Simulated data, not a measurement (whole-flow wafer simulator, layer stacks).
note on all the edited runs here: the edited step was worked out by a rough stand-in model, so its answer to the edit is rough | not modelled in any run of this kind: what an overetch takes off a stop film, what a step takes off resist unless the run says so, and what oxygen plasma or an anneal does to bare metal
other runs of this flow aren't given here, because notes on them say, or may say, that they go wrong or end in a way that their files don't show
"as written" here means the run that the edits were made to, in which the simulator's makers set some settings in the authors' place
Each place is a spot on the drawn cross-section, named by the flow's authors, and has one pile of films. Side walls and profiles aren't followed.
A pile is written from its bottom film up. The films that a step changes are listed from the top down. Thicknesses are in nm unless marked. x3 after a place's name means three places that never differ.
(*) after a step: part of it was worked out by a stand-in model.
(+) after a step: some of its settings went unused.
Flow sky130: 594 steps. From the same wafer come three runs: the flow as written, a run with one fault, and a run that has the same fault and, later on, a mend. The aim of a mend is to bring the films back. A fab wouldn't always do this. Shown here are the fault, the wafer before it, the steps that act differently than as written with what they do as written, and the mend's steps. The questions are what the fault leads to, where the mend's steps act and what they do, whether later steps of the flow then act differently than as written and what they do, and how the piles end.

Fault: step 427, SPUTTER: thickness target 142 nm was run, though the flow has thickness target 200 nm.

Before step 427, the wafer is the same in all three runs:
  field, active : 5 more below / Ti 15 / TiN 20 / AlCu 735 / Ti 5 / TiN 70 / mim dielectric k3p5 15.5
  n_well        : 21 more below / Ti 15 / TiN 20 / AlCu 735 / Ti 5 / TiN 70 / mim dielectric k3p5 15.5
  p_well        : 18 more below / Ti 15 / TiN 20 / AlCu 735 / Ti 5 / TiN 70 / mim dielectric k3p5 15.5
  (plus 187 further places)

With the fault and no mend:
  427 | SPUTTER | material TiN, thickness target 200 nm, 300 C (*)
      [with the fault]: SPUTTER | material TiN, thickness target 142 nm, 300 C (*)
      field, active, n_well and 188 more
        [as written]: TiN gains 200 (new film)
        [with the fault]: TiN gains 142 (new film)
  Later steps of the flow acting differently than as written (3 other steps are not shown; they differ only slightly, by no more than 2% or 0.5 nm, whichever is larger):
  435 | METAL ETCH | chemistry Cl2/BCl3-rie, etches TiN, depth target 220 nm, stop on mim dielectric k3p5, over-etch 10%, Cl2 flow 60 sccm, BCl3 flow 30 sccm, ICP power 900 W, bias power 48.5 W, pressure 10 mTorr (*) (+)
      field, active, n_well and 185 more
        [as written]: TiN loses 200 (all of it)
        [with the fault]: TiN loses 142 (all of it)
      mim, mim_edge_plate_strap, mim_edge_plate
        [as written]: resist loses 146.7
        [with the fault]: resist loses 104.1
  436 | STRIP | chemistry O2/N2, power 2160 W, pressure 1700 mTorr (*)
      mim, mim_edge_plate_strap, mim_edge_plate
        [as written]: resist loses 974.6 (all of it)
        [with the fault]: resist loses 1017.1 (all of it)
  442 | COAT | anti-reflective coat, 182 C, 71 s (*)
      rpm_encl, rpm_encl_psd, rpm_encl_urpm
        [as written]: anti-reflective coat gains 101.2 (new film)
        [with the fault]: anti-reflective coat gains 103.8 (new film)
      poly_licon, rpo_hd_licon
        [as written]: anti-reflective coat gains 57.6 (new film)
        [with the fault]: anti-reflective coat gains 73.4 (new film)
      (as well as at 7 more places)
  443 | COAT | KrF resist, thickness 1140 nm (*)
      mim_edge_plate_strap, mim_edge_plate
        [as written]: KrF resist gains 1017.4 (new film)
        [with the fault]: KrF resist gains 1075.4 (new film)
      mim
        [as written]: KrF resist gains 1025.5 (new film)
        [with the fault]: KrF resist gains 1076.1 (new film)
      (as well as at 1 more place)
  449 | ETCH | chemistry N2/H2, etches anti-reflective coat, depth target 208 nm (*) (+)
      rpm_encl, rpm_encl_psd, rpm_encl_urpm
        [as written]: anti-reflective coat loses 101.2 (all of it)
        [with the fault]: anti-reflective coat loses 103.8 (all of it)
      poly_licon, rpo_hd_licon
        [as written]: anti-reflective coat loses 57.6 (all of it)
        [with the fault]: anti-reflective coat loses 73.4 (all of it)
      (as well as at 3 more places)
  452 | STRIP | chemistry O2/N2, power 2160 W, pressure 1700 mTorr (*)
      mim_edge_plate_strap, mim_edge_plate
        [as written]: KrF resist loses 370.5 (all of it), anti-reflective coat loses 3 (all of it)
        [with the fault]: KrF resist loses 428.4 (all of it), anti-reflective coat loses 3 (all of it)
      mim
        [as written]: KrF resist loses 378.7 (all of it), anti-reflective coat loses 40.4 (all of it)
        [with the fault]: KrF resist loses 429.1 (all of it), anti-reflective coat loses 30.1 (all of it)
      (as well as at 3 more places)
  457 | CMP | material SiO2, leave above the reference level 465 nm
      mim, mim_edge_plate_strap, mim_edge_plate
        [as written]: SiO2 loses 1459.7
        [with the fault]: SiO2 loses 1401.7
  At mim, mim_edge_plate_strap, mim_edge_plate, the piles at the end differ from the flow's by more than 2% or 0.5 nm, whichever is larger.
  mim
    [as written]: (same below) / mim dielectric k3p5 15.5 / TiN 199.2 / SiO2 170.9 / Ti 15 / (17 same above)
    [with the fault]: (same below) / mim dielectric k3p5 15.5 / TiN 141.2 / SiO2 228.9 / Ti 15 / (17 same above)
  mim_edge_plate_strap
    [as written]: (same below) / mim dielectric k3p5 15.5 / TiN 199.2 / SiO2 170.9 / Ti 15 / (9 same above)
    [with the fault]: (same below) / mim dielectric k3p5 15.5 / TiN 141.2 / SiO2 228.9 / Ti 15 / (9 same above)
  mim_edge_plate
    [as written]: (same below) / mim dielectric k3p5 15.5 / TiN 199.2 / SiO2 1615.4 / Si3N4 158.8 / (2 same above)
    [with the fault]: (same below) / mim dielectric k3p5 15.5 / TiN 141.2 / SiO2 1673.4 / Si3N4 158.8 / (2 same above)

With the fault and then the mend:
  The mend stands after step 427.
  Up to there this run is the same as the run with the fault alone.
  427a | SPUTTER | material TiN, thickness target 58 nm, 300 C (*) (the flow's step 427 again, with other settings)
      field, active, n_well and 188 more
        TiN gains 58
  Every later step of the flow that is run acts as written at every place that is followed.
  At every place that both follow, the piles at the end match the flow's.
